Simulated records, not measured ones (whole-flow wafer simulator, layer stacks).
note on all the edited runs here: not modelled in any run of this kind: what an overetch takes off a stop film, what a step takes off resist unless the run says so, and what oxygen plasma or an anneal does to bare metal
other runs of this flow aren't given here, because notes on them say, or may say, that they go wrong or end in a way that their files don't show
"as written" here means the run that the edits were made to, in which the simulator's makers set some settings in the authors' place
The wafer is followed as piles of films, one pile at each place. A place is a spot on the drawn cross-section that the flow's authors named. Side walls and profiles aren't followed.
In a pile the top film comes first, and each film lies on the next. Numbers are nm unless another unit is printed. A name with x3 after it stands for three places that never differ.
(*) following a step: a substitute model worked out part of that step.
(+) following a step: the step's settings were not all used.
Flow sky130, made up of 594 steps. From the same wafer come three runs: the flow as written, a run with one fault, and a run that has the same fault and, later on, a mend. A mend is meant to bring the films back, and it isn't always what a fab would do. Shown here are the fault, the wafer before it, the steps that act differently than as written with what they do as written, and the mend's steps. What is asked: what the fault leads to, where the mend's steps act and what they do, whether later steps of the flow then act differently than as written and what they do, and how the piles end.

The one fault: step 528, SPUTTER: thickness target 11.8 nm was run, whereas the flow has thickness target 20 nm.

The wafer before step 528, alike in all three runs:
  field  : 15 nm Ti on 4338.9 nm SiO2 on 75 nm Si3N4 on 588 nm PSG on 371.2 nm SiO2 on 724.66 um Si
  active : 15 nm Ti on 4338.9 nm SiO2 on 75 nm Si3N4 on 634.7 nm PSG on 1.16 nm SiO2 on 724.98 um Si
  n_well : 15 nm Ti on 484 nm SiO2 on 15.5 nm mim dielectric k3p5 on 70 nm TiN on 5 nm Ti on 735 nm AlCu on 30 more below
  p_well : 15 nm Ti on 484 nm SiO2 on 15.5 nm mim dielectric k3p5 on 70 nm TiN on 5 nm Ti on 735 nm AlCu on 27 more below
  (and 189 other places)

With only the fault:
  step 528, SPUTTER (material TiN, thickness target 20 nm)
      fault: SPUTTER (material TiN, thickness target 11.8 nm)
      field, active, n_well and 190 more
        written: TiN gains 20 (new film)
        fault: TiN gains 11.8 (new film)
  Later steps of the flow acting differently than as written (not shown: 19 more steps that differ only slightly, by at most 2% or 0.5 nm, whichever is larger):
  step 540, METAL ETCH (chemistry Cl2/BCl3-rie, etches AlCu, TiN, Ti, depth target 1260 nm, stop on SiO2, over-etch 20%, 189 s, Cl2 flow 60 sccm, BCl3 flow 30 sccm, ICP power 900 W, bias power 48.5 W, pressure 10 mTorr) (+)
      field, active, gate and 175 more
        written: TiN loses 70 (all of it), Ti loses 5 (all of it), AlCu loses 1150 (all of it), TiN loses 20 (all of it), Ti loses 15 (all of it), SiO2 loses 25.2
        fault: TiN loses 70 (all of it), Ti loses 5 (all of it), AlCu loses 1150 (all of it), TiN loses 11.8 (all of it), Ti loses 15 (all of it), SiO2 loses 26
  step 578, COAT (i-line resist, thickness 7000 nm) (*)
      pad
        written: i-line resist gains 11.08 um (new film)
        fault: i-line resist gains 11.09 um (new film)
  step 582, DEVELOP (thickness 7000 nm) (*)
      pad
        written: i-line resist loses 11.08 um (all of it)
        fault: i-line resist loses 11.09 um (all of it)
  The piles end different from the flow's at n_well, p_well, sd_n and 12 more by more than 2% or 0.5 nm, whichever is larger.
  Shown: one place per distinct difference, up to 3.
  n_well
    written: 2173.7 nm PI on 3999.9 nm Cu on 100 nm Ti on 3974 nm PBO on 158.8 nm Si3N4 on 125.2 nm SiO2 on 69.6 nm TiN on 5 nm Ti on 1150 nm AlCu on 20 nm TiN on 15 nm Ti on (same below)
    fault: 2174.6 nm PI on 3999.9 nm Cu on 100 nm Ti on 3979.9 nm PBO on 158.8 nm Si3N4 on 125.2 nm SiO2 on 69.6 nm TiN on 5 nm Ti on 1150 nm AlCu on 11.8 nm TiN on 15 nm Ti on (same below)
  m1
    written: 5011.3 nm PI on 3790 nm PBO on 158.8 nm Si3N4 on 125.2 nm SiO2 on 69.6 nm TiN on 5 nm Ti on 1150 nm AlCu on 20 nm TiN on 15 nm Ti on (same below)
    fault: 5011.7 nm PI on 3796.8 nm PBO on 158.8 nm Si3N4 on 125.2 nm SiO2 on 69.6 nm TiN on 5 nm Ti on 1150 nm AlCu on 11.8 nm TiN on 15 nm Ti on (same below)
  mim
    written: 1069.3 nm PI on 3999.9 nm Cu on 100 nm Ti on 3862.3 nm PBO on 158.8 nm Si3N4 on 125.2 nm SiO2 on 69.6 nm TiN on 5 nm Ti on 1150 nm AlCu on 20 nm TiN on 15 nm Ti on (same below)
    fault: 1070.1 nm PI on 3999.9 nm Cu on 100 nm Ti on 3868.6 nm PBO on 158.8 nm Si3N4 on 125.2 nm SiO2 on 69.6 nm TiN on 5 nm Ti on 1150 nm AlCu on 11.8 nm TiN on 15 nm Ti on (same below)

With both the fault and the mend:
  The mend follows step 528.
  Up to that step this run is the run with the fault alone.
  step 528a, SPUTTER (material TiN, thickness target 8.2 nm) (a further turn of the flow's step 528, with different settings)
      field, active, n_well and 190 more
        TiN gains 8.2
  Later steps of the flow that are run all act as written at every place that is followed.
  At every place that both follow, the piles at the end match the flow's.
